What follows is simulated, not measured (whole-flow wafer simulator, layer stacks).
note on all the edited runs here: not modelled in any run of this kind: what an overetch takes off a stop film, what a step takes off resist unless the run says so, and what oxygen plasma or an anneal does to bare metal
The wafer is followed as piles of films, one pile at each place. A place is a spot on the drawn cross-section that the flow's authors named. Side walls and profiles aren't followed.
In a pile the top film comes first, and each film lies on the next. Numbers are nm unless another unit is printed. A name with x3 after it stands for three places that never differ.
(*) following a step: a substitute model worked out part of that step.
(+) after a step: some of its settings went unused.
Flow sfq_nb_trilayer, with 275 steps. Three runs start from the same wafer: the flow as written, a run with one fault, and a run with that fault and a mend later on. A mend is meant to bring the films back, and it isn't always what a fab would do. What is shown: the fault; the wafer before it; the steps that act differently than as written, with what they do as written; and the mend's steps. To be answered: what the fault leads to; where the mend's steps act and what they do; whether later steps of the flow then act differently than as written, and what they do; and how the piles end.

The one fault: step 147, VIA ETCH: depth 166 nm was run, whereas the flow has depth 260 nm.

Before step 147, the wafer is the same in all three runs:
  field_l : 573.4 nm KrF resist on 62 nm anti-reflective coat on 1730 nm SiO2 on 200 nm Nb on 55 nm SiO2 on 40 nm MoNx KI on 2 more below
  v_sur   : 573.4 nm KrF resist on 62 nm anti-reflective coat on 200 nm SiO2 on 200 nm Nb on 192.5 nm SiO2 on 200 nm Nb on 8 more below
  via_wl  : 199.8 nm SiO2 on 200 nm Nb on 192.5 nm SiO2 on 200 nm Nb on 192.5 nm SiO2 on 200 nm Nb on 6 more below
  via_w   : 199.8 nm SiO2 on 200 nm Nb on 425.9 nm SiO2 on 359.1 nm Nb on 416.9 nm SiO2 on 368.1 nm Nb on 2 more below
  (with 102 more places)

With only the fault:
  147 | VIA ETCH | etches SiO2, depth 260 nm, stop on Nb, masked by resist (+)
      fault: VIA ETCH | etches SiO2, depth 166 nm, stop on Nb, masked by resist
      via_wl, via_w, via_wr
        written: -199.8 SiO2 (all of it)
        fault: -166 SiO2
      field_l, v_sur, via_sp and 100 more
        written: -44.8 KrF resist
        fault: -28.6 KrF resist
  Steps later in the flow that act otherwise than as written (not shown: 6 more steps that differ only slightly, by at most 2% or 0.5 nm, whichever is larger):
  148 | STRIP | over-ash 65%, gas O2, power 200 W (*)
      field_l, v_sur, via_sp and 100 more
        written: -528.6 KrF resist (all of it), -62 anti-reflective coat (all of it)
        fault: -544.8 KrF resist (all of it), -62 anti-reflective coat (all of it)
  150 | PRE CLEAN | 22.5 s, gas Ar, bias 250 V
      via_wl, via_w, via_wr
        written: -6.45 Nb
        fault: -7.5 SiO2
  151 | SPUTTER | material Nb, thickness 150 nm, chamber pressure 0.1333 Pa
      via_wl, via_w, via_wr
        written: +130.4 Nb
        fault: +134.2 Nb (new film)
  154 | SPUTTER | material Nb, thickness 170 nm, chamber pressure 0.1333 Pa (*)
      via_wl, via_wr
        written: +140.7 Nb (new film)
        fault: +146.4 Nb (new film)
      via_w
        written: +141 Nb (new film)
        fault: +146.7 Nb (new film)
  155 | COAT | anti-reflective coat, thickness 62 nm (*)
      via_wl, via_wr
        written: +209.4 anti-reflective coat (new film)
        fault: +177.7 anti-reflective coat (new film)
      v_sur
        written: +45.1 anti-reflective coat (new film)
        fault: +46.5 anti-reflective coat (new film)
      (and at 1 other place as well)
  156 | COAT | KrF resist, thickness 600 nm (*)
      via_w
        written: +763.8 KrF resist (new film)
        fault: +732.6 KrF resist (new film)
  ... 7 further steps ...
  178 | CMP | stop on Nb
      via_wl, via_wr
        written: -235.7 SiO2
        fault: -272.3 SiO2
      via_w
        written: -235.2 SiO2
        fault: -271.8 SiO2
  At via_wl, via_w, via_wr, the piles at the end differ from the flow's by more than 2% or 0.5 nm, whichever is larger.
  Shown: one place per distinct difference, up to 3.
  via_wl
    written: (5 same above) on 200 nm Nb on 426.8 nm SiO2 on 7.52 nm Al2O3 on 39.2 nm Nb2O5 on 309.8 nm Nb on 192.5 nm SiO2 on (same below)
    fault: (5 same above) on 200 nm Nb on 390.2 nm SiO2 on 7.63 nm Al2O3 on 39 nm Nb2O5 on 120.2 nm Nb on 26.3 nm SiO2 on 200 nm Nb on 192.5 nm SiO2 on (same below)
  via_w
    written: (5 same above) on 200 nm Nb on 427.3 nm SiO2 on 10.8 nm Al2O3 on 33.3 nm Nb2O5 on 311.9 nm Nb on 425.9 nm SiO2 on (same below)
    fault: (5 same above) on 200 nm Nb on 390.7 nm SiO2 on 11.2 nm Al2O3 on 32.7 nm Nb2O5 on 122.4 nm Nb on 26.3 nm SiO2 on 200 nm Nb on 425.9 nm SiO2 on (same below)

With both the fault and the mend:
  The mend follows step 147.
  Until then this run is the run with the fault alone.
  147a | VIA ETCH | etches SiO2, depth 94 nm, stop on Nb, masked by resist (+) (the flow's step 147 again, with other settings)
      field_l, v_sur, via_sp and 100 more
        -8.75 KrF resist
      via_wl, via_w, via_wr
        -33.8 SiO2 (all of it)
  Every later step of the flow that is run acts as written, at every place that is followed, to within 2% or 0.5 nm, whichever is larger.
  At every place that both follow, the piles at the end match the flow's.
